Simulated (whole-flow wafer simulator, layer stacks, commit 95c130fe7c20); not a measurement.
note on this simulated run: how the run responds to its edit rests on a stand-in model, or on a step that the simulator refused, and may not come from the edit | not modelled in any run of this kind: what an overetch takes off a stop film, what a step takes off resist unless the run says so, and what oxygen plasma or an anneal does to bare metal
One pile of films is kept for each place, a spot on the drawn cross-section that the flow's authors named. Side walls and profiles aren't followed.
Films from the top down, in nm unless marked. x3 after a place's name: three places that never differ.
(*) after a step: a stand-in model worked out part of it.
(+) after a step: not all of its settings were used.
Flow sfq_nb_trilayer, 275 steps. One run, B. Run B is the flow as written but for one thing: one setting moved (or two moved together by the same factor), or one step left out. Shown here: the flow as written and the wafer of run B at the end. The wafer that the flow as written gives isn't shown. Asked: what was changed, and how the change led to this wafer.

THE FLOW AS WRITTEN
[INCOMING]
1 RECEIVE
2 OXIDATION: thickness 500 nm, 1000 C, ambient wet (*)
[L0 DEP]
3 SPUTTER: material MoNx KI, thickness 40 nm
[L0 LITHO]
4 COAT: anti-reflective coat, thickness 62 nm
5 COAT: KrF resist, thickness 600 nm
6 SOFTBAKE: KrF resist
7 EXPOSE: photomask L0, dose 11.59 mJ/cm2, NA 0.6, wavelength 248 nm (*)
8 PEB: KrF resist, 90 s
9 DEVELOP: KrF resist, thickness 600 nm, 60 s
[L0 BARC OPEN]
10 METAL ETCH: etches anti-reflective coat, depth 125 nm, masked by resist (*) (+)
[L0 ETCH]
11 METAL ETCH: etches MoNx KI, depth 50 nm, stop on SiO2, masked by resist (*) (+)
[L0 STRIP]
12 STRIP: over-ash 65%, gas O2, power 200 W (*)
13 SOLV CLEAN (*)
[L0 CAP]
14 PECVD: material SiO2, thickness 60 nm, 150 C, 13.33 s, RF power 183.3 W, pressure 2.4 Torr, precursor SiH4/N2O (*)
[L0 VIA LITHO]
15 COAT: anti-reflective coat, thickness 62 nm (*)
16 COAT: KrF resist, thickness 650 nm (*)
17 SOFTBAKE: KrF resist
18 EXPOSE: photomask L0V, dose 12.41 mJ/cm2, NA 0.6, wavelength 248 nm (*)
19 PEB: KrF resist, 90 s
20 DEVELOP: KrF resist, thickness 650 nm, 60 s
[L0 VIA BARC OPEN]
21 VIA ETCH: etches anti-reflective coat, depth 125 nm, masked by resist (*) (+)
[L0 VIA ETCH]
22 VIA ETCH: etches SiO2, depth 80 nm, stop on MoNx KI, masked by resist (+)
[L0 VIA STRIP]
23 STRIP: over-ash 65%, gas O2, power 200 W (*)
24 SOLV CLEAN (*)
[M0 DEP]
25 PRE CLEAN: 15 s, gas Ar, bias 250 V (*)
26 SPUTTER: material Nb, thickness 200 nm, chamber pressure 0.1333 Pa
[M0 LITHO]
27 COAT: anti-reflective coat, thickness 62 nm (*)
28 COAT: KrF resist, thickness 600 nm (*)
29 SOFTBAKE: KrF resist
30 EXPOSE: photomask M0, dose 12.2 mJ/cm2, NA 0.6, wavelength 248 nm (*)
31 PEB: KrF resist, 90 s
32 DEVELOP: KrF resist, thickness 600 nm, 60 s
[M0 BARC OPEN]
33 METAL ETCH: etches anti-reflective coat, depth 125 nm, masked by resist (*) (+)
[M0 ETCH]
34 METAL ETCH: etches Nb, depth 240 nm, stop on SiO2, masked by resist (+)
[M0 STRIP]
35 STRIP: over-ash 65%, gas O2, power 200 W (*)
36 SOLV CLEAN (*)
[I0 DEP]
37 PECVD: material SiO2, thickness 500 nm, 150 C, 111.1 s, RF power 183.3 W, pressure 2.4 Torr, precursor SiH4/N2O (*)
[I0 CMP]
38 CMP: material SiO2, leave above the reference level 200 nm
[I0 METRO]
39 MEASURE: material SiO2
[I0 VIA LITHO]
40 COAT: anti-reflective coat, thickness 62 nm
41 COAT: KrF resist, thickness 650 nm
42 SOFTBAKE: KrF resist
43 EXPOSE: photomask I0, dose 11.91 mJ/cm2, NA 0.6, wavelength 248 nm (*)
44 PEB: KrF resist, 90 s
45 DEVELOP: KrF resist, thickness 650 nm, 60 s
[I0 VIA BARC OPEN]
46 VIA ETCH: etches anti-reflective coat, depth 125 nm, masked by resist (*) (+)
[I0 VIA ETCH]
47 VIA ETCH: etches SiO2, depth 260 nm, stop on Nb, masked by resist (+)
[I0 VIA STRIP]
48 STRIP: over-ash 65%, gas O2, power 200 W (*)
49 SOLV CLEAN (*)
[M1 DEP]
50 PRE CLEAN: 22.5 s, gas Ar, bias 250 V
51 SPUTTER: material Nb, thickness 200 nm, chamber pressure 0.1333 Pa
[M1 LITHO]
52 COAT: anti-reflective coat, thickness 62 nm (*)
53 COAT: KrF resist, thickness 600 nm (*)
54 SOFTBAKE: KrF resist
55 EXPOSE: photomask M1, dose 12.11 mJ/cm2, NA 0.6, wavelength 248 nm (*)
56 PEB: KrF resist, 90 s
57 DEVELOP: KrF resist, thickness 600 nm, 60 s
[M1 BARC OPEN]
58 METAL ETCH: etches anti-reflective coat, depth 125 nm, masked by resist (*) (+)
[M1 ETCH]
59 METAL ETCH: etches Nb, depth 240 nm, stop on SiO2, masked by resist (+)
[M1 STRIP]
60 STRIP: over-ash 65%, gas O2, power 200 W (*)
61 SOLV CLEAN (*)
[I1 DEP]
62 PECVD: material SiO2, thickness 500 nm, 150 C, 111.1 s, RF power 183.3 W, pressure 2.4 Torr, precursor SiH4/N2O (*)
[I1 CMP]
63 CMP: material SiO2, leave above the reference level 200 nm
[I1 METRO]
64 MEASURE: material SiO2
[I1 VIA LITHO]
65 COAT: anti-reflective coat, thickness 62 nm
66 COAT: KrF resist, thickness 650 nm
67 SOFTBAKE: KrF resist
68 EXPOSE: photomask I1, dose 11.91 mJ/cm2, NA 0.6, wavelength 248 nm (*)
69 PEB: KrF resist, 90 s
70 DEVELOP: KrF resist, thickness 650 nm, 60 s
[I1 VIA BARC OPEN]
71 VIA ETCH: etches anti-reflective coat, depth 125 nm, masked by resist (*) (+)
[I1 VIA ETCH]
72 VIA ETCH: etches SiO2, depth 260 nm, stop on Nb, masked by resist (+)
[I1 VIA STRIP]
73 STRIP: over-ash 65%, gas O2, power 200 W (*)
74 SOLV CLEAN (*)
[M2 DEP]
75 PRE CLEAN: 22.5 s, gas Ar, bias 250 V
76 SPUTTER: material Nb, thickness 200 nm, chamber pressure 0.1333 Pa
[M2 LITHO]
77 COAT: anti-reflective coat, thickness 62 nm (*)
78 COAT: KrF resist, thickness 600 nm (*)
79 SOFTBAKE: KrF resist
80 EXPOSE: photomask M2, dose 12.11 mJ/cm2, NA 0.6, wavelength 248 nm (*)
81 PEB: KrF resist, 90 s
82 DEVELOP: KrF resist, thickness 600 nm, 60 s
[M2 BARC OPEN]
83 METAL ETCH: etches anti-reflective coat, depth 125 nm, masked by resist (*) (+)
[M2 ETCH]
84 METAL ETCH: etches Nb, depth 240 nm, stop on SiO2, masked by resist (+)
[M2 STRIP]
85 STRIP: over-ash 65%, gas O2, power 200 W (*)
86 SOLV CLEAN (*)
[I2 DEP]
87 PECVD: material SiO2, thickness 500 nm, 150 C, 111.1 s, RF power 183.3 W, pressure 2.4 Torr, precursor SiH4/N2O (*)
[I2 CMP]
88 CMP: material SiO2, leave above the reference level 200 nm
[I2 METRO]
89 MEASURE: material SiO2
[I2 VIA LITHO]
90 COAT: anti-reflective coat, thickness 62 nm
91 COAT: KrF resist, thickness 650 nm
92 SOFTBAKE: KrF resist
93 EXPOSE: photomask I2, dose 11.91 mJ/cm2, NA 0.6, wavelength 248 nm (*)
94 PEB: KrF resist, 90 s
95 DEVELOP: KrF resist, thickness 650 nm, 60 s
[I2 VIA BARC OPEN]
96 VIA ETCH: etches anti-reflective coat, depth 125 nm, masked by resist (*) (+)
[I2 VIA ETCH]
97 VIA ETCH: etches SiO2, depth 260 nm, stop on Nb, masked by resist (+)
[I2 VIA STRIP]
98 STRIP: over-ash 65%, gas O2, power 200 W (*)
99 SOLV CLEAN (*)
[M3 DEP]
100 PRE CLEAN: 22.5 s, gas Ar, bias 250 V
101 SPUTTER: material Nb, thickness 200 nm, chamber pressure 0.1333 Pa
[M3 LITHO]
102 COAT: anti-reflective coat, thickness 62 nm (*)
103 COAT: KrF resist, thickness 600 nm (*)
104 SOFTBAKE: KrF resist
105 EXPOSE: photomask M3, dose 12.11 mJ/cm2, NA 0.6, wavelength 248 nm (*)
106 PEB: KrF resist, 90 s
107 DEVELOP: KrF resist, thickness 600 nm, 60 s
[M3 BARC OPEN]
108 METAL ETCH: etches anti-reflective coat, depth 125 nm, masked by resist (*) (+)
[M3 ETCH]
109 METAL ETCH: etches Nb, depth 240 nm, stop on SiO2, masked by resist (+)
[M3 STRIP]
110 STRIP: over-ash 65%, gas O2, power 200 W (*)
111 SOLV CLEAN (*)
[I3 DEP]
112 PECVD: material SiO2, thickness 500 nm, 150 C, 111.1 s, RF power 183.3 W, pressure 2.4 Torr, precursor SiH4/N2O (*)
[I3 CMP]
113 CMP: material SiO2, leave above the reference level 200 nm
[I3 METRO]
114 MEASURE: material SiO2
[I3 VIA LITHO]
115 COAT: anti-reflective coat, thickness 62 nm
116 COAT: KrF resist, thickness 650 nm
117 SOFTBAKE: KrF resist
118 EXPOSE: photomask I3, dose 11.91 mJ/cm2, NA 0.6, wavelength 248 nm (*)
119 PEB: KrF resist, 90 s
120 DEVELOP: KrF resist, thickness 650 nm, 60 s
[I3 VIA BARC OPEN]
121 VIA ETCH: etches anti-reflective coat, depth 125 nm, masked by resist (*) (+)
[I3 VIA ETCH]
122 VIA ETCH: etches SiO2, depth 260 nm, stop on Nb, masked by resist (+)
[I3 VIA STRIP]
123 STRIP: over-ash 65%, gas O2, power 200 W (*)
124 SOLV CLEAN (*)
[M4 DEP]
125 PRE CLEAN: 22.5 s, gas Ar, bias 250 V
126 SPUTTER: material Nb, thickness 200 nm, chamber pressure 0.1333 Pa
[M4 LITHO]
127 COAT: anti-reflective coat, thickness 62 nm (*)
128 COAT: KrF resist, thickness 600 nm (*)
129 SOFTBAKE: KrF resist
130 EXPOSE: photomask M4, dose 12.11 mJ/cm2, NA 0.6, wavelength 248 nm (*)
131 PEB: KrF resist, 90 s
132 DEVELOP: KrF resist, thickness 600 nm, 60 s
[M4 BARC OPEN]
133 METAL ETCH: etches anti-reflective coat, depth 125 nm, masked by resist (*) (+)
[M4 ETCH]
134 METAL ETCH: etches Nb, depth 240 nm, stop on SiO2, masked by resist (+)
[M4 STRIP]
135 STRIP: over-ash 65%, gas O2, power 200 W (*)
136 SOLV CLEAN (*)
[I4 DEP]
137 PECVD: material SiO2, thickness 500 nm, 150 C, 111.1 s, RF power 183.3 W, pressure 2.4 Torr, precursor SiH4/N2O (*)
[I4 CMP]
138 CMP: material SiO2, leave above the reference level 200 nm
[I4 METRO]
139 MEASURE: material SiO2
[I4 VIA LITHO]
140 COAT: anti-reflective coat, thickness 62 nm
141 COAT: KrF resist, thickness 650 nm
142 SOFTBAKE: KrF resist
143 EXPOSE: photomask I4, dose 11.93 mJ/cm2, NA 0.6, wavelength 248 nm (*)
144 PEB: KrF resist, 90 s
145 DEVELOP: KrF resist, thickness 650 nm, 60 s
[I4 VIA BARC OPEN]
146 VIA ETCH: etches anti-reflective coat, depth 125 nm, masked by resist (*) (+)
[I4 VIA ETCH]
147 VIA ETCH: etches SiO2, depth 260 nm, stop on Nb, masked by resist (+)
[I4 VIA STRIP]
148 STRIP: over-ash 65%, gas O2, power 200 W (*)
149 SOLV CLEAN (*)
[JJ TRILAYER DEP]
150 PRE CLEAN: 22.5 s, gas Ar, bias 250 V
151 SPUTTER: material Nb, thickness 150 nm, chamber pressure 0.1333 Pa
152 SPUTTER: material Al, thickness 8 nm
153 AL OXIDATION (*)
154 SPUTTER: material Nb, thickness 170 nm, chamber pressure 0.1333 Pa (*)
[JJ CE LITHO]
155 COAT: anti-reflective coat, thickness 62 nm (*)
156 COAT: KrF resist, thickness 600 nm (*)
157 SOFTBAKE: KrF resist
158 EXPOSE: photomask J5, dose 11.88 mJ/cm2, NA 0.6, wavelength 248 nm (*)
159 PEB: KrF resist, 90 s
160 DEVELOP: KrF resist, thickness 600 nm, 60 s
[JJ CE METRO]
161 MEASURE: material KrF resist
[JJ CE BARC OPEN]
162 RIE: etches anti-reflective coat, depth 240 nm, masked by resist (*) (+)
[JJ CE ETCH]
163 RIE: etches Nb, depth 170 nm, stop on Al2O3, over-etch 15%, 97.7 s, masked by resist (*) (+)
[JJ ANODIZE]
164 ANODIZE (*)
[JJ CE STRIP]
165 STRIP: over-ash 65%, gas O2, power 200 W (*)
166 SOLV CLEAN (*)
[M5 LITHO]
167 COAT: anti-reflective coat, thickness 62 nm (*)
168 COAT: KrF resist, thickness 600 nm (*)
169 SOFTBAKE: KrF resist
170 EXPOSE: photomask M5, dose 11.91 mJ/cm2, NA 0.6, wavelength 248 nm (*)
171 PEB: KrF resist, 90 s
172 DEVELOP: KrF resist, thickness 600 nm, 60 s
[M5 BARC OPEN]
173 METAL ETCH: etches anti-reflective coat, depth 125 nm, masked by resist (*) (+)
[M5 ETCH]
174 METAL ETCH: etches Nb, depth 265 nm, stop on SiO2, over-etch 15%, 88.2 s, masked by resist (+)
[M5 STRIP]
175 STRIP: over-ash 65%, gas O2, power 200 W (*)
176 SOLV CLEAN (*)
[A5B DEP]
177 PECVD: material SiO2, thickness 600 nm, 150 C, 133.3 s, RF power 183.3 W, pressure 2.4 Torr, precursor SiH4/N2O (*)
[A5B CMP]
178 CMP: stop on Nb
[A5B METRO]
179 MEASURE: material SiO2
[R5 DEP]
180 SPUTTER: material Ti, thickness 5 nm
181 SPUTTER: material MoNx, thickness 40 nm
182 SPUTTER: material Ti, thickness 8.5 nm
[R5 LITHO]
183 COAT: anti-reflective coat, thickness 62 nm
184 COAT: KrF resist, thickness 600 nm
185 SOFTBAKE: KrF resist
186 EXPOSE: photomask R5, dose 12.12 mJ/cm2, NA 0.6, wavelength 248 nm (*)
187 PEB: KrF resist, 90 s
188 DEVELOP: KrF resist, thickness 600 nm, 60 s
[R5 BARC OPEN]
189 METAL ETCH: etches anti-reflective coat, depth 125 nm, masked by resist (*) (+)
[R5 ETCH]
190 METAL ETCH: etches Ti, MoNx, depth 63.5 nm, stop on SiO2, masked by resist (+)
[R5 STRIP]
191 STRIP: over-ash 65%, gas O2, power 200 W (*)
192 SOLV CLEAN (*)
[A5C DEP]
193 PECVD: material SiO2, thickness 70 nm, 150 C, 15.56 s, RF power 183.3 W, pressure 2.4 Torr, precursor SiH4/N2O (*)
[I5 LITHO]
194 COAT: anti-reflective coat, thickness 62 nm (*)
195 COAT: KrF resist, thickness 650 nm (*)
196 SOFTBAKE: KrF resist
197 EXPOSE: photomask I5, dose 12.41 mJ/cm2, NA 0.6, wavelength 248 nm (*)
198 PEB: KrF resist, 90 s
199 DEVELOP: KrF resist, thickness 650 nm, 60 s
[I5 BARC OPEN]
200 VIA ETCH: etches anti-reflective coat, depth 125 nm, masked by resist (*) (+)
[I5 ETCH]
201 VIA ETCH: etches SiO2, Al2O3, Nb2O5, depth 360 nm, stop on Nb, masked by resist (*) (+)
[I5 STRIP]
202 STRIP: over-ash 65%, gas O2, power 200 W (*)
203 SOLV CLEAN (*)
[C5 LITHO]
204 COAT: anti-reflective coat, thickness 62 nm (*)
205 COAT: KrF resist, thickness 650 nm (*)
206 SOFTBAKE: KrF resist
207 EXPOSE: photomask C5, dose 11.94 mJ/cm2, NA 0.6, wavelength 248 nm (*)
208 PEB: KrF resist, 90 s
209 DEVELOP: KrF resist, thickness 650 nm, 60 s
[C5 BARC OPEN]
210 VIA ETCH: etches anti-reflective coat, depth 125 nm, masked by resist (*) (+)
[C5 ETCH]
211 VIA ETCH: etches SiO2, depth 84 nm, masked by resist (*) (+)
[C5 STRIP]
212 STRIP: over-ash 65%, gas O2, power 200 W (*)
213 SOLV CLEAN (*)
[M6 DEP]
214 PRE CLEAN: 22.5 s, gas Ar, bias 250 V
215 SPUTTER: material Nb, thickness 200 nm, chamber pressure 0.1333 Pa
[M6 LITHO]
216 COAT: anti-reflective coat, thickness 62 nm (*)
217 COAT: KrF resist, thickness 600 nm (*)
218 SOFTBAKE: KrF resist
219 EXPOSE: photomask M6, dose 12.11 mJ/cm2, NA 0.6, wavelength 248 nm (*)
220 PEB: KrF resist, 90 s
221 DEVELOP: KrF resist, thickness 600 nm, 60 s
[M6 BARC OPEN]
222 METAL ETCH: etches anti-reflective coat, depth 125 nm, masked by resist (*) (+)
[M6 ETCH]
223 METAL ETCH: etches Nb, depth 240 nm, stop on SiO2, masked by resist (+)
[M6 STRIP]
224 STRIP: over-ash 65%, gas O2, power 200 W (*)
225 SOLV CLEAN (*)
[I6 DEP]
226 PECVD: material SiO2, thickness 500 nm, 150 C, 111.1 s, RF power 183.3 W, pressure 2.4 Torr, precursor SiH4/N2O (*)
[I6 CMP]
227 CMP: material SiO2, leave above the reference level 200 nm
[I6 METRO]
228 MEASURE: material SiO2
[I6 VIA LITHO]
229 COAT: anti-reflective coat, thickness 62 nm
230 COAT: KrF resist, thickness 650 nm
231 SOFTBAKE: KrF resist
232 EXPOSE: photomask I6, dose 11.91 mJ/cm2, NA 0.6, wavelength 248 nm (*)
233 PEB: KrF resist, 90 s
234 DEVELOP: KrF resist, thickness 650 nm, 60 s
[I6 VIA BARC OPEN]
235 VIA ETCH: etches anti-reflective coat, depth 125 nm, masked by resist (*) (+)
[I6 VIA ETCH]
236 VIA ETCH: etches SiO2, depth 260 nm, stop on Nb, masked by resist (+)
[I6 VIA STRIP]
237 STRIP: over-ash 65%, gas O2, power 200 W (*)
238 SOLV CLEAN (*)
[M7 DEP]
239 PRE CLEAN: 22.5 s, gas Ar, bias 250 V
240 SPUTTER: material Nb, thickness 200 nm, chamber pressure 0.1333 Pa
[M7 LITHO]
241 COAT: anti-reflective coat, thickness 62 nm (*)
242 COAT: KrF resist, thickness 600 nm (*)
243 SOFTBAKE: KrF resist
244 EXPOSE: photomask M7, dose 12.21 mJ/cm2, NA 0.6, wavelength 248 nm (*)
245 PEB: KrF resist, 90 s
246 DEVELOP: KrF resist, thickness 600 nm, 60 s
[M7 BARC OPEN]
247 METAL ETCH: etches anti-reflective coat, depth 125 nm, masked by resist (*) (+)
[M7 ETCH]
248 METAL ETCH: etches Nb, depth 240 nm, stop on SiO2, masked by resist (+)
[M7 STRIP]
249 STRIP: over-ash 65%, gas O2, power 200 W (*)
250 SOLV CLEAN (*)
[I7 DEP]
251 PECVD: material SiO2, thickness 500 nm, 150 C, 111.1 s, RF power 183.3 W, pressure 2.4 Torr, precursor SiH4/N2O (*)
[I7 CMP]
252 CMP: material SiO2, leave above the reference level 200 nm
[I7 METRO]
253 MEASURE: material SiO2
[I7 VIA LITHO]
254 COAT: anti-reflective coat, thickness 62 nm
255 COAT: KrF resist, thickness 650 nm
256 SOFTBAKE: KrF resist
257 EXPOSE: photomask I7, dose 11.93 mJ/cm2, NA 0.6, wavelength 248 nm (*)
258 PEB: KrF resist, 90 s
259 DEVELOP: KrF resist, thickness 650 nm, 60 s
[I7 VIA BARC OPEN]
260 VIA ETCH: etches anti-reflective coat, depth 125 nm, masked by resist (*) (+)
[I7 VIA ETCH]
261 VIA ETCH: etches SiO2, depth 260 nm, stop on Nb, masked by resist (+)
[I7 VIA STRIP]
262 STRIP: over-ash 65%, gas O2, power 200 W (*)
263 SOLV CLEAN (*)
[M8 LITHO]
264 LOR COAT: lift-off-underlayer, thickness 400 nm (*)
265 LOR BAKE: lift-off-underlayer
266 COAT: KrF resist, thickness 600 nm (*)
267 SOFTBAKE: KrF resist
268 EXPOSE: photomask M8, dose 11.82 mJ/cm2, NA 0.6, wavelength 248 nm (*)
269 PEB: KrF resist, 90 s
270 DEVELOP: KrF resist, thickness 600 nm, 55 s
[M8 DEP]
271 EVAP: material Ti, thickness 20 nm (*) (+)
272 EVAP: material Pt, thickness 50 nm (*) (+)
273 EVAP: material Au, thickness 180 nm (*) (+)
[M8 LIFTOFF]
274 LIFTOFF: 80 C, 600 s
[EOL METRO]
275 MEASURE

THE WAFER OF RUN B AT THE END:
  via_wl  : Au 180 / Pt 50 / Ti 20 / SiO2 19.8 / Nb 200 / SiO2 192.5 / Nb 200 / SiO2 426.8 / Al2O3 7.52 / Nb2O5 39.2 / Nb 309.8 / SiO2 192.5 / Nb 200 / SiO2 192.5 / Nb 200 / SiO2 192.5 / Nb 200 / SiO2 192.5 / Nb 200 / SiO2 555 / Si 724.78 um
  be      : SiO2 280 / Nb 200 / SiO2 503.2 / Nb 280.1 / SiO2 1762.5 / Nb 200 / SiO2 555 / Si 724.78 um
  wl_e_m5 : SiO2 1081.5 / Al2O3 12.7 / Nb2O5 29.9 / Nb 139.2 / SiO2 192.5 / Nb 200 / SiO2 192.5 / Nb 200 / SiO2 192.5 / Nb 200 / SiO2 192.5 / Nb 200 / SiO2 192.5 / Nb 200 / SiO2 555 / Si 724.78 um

The cause: step 252, CMP: leave above the reference level 280 nm was run, where the flow has leave above the reference level 200 nm.
It can be read off the wafer: be has SiO2 280, and step 252 as written asks for 200 nm.

How the change led to this, step by step:
  252 CMP: material SiO2, leave above the reference level 200 nm
      field_r, lsp_l: nothing (as written it would be: SiO2 -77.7)
      field_l, p4_fl, p4_fm and 56 more: SiO2 -20 (as written it would be: SiO2 -100)
      (and at 45 more places)
  261 VIA ETCH: etches SiO2, depth 260 nm, stop on Nb, masked by resist (+)
      via_wl, via_w, via_wr: SiO2 -260 (as written it would be: SiO2 -199.8 (all of it))
  264 LOR COAT: lift-off-underlayer, thickness 400 nm (*)
      via_wl, via_wr: lift-off-underlayer +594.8 (new film) (as written it would be: lift-off-underlayer +549.8 (new film))
      v_sur: lift-off-underlayer +360.2 (new film) (as written it would be: lift-off-underlayer +369.4 (new film))
      (and at 1 more place)
  270 DEVELOP: KrF resist, thickness 600 nm, 55 s
      v_sur: KrF resist -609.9 (all of it), lift-off-underlayer -360.2 (all of it) (as written it would be: KrF resist -607.3 (all of it), lift-off-underlayer -369.4 (all of it))
      via_wl: KrF resist -631.4 (all of it), lift-off-underlayer -594.8 (all of it) (as written it would be: KrF resist -623.9 (all of it), lift-off-underlayer -549.8 (all of it))
      (and at 2 more places)
Counting metal films that touch as one body, via_wl has 8 bodies (between them, from the top down: SiO2 19.8; SiO2 192.5; SiO2 426.8 / Al2O3 7.52 / Nb2O5 39.2; SiO2 192.5; SiO2 192.5; SiO2 192.5; SiO2 192.5); the flow as written gives 7 bodies (between them, from the top down: SiO2 192.5; SiO2 426.8 / Al2O3 7.52 / Nb2O5 39.2; SiO2 192.5; SiO2 192.5; SiO2 192.5; SiO2 192.5).
